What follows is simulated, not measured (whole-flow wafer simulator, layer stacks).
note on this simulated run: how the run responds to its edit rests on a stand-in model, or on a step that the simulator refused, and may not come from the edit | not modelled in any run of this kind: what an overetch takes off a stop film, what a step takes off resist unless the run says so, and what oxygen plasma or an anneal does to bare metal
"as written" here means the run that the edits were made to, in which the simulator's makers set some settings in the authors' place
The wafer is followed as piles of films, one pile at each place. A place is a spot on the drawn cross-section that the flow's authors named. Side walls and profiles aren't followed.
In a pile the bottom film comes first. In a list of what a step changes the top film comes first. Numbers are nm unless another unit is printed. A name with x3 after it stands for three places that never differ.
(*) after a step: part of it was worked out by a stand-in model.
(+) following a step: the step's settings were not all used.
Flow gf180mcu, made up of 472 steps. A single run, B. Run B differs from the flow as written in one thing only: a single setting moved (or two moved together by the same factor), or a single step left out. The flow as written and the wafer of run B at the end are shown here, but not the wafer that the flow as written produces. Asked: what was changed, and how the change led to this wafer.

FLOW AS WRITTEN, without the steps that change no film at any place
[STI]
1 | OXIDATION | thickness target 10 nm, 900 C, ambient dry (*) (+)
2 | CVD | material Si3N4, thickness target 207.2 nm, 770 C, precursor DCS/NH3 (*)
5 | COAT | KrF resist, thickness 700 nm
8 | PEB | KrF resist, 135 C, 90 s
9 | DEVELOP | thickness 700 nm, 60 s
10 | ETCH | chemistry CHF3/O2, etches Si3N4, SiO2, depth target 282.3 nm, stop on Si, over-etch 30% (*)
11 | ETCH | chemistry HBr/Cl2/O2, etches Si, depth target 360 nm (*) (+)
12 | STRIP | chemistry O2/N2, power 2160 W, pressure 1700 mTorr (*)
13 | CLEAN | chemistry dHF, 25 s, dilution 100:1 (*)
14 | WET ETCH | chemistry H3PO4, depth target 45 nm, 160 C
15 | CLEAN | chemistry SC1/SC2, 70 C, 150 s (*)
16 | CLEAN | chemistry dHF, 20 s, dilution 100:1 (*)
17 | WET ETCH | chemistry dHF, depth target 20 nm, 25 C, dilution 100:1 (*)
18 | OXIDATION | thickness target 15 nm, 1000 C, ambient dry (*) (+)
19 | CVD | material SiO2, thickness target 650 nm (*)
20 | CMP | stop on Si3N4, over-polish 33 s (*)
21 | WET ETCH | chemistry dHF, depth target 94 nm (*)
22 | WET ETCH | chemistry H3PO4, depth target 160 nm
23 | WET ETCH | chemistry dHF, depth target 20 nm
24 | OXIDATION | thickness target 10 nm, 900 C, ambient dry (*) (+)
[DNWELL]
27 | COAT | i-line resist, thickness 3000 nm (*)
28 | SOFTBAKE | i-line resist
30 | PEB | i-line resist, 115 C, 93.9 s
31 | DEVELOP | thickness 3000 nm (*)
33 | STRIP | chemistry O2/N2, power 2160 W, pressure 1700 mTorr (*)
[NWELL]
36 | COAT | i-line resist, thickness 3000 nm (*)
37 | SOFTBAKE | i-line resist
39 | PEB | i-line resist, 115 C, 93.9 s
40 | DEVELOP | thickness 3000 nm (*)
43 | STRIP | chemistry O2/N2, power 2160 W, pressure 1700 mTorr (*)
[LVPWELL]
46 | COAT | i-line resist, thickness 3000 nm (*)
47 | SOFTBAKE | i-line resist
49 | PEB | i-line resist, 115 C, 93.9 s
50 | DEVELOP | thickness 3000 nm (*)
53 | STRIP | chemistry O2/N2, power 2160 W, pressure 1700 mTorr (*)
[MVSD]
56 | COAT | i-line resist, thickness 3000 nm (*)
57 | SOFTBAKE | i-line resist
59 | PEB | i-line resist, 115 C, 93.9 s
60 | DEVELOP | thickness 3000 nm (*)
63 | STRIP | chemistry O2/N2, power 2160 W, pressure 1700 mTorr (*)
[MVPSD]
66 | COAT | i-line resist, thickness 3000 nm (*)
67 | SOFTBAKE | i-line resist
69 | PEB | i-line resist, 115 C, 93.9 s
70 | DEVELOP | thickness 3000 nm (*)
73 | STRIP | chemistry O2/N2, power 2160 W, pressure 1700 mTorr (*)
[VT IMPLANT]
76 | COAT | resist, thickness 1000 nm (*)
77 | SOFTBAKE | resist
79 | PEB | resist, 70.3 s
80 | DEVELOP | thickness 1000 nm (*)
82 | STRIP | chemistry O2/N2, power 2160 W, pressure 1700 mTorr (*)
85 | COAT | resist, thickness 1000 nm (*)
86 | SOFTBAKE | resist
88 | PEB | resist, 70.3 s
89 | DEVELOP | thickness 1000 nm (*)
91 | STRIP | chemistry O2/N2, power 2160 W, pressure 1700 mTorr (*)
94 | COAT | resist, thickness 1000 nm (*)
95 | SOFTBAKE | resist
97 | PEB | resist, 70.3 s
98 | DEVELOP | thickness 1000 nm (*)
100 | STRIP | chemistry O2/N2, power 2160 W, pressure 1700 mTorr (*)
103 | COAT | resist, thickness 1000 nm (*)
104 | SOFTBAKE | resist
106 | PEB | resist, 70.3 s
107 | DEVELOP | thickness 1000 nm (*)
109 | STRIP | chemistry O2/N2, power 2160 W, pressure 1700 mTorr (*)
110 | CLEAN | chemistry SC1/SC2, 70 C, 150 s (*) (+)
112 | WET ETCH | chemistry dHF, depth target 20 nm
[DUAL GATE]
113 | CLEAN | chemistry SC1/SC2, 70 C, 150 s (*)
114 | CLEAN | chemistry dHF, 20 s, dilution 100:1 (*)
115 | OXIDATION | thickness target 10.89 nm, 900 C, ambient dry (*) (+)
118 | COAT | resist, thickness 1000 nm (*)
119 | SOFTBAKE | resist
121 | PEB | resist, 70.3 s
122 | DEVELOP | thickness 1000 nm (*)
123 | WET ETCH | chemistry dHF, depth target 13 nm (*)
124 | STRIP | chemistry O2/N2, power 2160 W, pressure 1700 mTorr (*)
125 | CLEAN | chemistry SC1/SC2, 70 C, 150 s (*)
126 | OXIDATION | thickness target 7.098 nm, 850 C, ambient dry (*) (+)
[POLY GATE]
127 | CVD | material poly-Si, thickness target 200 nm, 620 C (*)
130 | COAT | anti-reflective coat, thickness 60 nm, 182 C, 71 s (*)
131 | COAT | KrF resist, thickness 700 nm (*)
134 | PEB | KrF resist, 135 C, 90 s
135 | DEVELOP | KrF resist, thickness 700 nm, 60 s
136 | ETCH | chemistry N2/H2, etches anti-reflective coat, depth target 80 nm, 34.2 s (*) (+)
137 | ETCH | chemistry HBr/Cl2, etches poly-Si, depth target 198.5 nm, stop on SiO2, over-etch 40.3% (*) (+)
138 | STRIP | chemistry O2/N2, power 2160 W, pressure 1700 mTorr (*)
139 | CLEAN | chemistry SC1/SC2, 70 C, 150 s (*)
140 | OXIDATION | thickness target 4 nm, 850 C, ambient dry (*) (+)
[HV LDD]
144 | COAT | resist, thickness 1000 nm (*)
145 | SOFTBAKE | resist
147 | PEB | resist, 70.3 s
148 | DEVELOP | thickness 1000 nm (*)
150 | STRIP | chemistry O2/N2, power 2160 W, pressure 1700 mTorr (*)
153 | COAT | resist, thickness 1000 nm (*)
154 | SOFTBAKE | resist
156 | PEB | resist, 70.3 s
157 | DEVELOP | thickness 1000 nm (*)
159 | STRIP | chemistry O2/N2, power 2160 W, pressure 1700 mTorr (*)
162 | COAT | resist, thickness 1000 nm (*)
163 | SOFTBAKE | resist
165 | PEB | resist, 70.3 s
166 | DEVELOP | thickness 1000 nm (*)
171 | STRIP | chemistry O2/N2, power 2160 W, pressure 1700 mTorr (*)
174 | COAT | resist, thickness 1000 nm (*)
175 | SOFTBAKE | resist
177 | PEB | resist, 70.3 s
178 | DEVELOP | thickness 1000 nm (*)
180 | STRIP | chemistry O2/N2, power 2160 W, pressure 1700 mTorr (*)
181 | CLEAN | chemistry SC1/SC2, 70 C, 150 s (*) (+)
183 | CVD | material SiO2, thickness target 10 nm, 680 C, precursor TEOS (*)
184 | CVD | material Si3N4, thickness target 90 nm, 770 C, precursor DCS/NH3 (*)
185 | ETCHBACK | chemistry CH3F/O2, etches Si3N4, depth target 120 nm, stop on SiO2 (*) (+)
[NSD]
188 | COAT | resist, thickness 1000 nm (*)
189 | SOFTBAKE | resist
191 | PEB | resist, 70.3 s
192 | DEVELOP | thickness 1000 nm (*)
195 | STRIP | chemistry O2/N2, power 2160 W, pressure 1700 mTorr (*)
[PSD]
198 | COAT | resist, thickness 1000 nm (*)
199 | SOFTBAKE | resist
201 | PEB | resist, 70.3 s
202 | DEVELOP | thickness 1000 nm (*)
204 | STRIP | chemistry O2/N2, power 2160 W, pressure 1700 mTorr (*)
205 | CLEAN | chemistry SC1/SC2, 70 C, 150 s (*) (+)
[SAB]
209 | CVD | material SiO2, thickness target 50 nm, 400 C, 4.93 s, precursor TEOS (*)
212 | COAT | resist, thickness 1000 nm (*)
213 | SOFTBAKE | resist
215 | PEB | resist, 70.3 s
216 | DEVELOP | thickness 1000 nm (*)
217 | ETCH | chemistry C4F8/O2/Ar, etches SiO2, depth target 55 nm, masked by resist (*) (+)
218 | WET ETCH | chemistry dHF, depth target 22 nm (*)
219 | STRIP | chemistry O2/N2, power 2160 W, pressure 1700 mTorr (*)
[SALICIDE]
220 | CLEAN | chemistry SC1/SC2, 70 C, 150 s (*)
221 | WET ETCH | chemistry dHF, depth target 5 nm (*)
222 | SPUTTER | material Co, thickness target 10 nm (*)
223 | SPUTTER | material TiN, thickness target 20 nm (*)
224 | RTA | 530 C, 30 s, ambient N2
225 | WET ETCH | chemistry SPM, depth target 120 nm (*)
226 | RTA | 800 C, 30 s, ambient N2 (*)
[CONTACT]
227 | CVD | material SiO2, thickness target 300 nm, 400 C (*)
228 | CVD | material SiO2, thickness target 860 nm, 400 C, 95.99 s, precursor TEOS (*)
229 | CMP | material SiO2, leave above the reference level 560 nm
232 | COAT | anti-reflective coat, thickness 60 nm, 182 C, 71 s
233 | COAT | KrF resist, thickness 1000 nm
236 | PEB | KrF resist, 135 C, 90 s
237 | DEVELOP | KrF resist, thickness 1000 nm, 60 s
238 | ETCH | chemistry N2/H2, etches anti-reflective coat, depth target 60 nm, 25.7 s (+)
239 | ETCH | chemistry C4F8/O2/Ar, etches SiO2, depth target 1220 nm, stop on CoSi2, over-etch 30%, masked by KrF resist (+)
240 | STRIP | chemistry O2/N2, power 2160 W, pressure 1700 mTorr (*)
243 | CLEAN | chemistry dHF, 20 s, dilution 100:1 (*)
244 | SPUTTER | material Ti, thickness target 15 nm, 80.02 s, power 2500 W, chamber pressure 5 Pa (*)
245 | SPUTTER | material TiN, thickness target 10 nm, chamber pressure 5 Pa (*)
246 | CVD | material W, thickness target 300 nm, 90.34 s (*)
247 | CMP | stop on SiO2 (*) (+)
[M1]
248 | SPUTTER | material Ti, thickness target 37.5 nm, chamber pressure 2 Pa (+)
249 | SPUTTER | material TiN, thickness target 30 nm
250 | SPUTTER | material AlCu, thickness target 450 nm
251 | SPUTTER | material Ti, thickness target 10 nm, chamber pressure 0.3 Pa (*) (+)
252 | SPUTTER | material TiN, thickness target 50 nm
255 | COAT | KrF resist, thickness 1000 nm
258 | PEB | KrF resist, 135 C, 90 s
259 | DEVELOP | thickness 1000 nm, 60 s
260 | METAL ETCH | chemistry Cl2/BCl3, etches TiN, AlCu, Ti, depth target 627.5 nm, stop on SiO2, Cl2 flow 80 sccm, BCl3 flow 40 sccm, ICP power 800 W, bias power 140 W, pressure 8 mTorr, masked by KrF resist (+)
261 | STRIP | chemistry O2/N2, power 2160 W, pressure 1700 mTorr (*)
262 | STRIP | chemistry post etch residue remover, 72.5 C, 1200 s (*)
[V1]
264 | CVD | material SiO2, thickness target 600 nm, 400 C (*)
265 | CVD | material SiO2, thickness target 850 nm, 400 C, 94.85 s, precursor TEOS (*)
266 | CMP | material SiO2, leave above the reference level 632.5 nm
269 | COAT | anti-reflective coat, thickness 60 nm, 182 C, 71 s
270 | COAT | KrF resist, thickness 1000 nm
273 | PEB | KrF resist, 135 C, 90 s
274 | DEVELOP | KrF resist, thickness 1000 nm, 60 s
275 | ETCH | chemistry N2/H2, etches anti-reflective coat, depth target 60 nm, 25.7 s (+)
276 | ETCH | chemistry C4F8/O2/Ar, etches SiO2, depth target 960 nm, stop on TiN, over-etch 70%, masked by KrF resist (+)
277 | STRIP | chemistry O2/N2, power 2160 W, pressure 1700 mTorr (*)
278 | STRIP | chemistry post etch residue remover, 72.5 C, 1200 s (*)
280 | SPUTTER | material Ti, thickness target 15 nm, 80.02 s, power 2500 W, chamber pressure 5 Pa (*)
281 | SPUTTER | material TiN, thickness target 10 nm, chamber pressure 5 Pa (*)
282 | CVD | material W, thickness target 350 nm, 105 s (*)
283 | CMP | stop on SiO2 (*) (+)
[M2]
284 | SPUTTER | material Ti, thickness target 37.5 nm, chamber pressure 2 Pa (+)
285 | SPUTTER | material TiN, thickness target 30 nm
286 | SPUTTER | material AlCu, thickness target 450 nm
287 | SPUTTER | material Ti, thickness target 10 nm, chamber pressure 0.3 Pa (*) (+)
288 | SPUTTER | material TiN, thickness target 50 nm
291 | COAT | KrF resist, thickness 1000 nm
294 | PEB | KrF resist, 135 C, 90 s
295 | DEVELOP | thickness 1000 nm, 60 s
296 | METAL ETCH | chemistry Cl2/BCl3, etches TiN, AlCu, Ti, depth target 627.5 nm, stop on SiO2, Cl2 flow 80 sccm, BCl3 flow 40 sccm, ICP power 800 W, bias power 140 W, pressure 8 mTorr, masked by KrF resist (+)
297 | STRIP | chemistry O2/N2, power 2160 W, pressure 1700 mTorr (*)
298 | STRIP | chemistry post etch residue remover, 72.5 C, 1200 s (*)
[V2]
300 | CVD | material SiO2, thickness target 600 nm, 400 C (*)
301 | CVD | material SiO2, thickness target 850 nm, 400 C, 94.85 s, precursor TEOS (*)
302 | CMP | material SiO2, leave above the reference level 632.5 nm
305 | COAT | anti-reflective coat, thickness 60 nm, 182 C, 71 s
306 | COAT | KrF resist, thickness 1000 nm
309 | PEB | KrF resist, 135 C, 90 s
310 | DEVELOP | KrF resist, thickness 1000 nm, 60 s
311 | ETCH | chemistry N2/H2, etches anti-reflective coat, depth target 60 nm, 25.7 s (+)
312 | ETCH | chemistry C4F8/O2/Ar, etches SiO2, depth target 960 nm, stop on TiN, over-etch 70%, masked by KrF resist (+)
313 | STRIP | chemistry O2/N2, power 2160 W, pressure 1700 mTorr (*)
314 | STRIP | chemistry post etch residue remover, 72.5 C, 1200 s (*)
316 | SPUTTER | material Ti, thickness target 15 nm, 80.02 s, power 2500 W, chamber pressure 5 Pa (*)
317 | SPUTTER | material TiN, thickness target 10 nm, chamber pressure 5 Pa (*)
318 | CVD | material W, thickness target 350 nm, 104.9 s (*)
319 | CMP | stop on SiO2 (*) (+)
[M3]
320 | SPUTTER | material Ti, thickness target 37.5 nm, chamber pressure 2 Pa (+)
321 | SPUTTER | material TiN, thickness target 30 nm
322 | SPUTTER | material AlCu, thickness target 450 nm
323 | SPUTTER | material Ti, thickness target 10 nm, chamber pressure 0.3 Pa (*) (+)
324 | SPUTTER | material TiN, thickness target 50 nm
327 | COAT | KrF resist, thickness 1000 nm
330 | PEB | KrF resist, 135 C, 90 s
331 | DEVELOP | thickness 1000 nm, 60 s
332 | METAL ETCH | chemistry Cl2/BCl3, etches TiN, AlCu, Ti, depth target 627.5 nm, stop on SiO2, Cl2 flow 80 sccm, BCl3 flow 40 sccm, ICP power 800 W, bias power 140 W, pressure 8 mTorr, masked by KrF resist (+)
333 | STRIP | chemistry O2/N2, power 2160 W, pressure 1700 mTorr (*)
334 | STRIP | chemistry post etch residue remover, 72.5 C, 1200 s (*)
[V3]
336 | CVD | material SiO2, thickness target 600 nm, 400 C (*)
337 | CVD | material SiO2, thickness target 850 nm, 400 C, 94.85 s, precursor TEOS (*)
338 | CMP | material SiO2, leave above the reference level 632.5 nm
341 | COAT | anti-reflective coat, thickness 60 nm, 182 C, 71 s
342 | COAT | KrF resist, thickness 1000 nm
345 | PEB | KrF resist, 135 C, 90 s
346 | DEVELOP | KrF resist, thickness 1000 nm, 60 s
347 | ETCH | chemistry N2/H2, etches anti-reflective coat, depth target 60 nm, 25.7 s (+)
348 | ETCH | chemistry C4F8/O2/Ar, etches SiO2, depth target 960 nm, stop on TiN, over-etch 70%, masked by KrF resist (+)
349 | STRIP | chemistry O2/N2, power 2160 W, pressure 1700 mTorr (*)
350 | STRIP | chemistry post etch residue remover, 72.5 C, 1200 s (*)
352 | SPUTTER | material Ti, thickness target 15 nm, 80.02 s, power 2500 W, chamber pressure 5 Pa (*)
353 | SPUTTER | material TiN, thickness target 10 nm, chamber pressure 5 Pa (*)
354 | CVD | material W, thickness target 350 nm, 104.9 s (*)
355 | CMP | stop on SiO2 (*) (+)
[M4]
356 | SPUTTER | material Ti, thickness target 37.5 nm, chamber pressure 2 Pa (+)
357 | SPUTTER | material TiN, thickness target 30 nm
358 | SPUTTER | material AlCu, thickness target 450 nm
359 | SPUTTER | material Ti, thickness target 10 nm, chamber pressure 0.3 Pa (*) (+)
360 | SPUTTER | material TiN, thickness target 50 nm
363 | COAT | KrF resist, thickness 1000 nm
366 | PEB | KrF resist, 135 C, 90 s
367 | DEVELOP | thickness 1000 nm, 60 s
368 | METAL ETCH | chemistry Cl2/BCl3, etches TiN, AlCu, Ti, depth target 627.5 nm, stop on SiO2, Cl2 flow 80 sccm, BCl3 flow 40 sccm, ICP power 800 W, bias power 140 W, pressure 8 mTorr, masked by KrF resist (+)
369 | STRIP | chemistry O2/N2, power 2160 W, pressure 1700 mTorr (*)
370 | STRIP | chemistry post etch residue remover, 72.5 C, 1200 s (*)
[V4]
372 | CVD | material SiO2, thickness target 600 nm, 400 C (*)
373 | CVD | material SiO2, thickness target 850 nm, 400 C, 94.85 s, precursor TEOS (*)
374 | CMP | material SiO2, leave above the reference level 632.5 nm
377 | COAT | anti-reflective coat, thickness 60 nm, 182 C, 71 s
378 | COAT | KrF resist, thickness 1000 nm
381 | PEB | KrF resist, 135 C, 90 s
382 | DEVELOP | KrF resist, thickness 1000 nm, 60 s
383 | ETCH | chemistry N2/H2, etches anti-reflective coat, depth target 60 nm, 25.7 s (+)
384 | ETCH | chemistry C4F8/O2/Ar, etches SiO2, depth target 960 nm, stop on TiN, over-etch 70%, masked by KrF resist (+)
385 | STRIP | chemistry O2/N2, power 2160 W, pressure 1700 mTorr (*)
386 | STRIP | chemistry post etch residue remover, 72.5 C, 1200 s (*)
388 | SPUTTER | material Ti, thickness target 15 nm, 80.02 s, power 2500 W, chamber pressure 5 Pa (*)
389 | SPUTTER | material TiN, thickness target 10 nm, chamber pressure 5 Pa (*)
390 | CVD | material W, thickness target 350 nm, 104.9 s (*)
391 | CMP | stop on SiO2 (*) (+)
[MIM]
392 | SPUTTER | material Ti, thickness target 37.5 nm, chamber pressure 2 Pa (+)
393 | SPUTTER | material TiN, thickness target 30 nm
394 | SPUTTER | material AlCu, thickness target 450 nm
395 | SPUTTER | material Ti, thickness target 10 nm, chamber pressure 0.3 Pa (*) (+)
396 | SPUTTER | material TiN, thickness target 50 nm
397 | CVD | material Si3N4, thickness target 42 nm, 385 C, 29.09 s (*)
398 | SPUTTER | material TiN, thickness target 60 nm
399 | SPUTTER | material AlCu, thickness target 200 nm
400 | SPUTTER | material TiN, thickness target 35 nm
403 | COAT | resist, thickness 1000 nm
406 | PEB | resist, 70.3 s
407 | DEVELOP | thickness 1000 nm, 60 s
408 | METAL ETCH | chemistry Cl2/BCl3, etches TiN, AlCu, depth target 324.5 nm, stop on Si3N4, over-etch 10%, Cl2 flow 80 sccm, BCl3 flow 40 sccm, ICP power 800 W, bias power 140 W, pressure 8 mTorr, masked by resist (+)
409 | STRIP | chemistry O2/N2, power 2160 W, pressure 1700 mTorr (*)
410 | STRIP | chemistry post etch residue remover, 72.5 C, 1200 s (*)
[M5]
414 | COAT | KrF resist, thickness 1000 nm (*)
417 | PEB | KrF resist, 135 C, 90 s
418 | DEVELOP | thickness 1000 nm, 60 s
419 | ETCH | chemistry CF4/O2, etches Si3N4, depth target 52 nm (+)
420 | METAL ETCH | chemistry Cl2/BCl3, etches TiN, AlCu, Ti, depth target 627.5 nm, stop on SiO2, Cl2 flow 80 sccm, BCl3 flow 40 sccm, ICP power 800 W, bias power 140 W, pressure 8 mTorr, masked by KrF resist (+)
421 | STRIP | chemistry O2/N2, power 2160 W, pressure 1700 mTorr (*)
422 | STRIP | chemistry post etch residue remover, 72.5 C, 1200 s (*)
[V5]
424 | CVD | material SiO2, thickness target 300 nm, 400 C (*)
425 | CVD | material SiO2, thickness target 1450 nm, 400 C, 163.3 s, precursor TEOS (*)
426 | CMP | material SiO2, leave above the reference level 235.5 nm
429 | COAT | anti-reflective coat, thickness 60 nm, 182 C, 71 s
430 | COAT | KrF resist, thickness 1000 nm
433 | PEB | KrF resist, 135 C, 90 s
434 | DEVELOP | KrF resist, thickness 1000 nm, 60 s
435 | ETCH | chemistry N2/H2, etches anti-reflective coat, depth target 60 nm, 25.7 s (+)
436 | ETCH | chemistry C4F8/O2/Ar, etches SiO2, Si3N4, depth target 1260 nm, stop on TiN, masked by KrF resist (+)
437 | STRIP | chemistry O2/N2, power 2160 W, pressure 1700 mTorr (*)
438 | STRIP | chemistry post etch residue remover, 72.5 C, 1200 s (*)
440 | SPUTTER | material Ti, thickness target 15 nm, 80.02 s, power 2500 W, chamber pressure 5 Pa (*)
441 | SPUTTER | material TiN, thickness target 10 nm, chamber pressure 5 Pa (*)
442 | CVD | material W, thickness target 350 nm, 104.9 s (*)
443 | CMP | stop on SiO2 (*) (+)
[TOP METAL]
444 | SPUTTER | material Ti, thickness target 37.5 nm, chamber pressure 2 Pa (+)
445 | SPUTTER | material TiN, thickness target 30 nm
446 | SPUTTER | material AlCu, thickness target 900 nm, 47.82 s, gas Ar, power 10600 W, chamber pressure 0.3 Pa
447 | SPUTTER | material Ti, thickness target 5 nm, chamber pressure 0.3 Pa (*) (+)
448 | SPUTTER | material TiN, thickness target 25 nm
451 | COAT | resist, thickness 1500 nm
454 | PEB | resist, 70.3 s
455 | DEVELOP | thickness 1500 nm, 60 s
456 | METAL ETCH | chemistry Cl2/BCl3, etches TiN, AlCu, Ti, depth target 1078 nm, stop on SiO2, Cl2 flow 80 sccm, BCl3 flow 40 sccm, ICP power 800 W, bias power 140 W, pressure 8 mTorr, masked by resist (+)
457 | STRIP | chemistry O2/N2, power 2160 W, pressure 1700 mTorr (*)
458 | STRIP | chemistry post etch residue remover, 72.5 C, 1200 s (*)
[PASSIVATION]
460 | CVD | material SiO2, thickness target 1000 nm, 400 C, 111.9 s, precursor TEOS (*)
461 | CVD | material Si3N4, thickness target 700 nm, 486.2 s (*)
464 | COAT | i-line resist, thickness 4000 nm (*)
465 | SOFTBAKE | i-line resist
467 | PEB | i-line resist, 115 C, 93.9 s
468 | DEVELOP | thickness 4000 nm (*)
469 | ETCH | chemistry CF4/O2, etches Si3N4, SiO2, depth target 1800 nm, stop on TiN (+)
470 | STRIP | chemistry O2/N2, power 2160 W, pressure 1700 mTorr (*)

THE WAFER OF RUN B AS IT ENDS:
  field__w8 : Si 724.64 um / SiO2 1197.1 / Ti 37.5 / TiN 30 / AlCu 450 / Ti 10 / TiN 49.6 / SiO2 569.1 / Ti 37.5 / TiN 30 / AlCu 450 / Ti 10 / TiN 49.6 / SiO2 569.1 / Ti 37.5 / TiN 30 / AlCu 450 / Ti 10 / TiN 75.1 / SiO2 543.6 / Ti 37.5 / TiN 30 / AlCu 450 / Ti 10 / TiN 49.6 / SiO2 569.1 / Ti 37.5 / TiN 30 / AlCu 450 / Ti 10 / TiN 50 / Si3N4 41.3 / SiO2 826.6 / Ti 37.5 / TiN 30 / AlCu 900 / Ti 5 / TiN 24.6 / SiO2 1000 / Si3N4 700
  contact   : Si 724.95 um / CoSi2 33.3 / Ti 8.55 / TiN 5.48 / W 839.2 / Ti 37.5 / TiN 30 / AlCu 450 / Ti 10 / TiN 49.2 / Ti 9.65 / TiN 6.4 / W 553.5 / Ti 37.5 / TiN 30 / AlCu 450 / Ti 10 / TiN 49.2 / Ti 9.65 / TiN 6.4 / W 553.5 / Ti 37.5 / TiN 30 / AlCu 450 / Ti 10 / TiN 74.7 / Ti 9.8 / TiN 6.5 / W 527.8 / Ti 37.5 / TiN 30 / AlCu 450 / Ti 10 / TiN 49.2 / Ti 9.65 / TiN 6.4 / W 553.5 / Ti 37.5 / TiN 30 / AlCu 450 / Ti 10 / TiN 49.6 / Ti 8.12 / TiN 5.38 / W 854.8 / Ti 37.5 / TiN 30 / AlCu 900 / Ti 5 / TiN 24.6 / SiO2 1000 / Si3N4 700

The reason: step 324, SPUTTER: thickness target 75.5 nm was run, though the flow has thickness target 50 nm.

How this came from the change, step by step:
  324 | SPUTTER | material TiN, thickness target 50 nm
      field, field__w1, field__w2 and 108 more: TiN gains 75.5 (new film) (as written it would have been: TiN gains 50 (new film))
  332 | METAL ETCH | chemistry Cl2/BCl3, etches TiN, AlCu, Ti, depth target 627.5 nm, stop on SiO2, Cl2 flow 80 sccm, BCl3 flow 40 sccm, ICP power 800 W, bias power 140 W, pressure 8 mTorr, masked by KrF resist (+)
      field, field__w1, field__w2 and 103 more: TiN loses 75.5 (all of it), Ti loses 10 (all of it), AlCu loses 450 (all of it), TiN loses 30 (all of it), Ti loses 37.5 (all of it) (as written it would have been: TiN loses 50 (all of it), Ti loses 10 (all of it), AlCu loses 450 (all of it), TiN loses 30 (all of it), Ti loses 37.5 (all of it))
  338 | CMP | material SiO2, leave above the reference level 632.5 nm
      field__w8, contact, m1, m1__w1, m1_nw: SiO2 loses 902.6 (as written it would have been: SiO2 loses 877.1)
  348 | ETCH | chemistry C4F8/O2/Ar, etches SiO2, depth target 960 nm, stop on TiN, over-etch 70%, masked by KrF resist (+)
      field, field__w1, field__w2 and 107 more: KrF resist loses 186 (as written it would have been: KrF resist loses 192)
      contact: SiO2 loses 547 (all of it) (as written it would have been: SiO2 loses 572.5 (all of it))
  354 | CVD | material W, thickness target 350 nm, 104.9 s (*)
      contact: W gains 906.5 (new film) (as written it would have been: W gains 932.3 (new film))
